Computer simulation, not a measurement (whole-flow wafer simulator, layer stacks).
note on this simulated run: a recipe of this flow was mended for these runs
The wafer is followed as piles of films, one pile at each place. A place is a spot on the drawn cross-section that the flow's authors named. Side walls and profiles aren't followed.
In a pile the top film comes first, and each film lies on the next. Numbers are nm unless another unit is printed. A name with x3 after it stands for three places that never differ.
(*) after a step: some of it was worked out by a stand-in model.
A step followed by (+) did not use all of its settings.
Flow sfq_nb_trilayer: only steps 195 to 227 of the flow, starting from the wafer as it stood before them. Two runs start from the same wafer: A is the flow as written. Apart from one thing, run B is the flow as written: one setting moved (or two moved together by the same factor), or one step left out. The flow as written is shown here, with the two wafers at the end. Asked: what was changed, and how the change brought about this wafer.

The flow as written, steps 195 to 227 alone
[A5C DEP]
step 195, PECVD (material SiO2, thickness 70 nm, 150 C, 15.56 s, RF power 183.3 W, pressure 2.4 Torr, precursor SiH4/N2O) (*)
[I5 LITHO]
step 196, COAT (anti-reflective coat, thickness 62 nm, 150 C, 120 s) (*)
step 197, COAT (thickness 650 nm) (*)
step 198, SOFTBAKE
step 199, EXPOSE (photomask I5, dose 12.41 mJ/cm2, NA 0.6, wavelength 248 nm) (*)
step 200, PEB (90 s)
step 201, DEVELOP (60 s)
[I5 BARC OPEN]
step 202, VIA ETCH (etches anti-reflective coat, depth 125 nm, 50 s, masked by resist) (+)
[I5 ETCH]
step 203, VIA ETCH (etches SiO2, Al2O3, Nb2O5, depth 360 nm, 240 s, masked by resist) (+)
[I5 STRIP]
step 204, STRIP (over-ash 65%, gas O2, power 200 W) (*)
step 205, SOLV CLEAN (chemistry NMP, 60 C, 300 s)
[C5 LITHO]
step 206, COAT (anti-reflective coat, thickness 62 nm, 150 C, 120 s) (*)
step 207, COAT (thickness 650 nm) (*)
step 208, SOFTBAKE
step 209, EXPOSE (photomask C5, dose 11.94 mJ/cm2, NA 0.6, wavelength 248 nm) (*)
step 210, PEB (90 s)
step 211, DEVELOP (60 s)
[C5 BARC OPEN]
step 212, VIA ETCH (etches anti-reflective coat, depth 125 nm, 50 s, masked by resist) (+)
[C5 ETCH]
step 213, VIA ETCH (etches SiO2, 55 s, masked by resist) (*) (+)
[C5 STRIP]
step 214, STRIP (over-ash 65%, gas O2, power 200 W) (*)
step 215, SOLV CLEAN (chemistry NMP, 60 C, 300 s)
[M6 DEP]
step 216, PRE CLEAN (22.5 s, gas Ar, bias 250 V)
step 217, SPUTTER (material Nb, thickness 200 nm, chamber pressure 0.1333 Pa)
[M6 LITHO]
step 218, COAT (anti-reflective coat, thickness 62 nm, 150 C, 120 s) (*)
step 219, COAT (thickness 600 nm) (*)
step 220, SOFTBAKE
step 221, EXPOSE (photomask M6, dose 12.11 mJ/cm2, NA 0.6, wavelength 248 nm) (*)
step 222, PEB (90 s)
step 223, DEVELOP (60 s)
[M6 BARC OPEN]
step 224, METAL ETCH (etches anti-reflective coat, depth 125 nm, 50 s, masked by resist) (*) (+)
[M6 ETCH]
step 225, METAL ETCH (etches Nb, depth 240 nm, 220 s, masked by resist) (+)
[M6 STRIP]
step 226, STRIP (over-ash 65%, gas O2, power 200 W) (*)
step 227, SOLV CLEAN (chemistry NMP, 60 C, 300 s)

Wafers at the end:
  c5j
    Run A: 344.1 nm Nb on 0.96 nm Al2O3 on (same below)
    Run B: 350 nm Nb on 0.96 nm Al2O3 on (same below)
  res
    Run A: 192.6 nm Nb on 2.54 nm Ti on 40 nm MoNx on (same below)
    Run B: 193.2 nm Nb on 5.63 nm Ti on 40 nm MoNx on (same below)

The reason: step 213, VIA ETCH: 43 s was run, whereas the flow has 55 s.

Step by step, how the change led to this:
  step 213, VIA ETCH (etches SiO2, 55 s, masked by resist) (*) (+)
      c5j: A -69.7 SiO2 (all of it), -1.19 Nb | B -65.7 SiO2
      res: A -69.7 SiO2 (all of it), -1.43 Ti | B -65.7 SiO2
      (as well as at 104 more places)
  step 216, PRE CLEAN (22.5 s, gas Ar, bias 250 V)
      c5j: A -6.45 Nb | B -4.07 SiO2 (all of it), -3.34 Nb
      res: A -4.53 Ti | B -3.99 SiO2 (all of it), -2.87 Ti
  step 218, COAT (anti-reflective coat, thickness 62 nm, 150 C, 120 s) (*)
      c5j: A +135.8 anti-reflective coat (new film) | B +131.5 anti-reflective coat (new film)
      ce_r: A +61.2 anti-reflective coat (new film) | B +62.5 anti-reflective coat (new film)
      (as well as at 1 more place)
  step 226, STRIP (over-ash 65%, gas O2, power 200 W) (*)
      c5j: A -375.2 KrF-resist-other-grade (all of it), -135.8 anti-reflective coat (all of it) | B -374.2 KrF-resist-other-grade (all of it), -131.5 anti-reflective coat (all of it)
      ce_r: A -372.2 KrF-resist-other-grade (all of it), -61.2 anti-reflective coat (all of it) | B -371.3 KrF-resist-other-grade (all of it), -62.5 anti-reflective coat (all of it)
      (as well as at 1 more place)
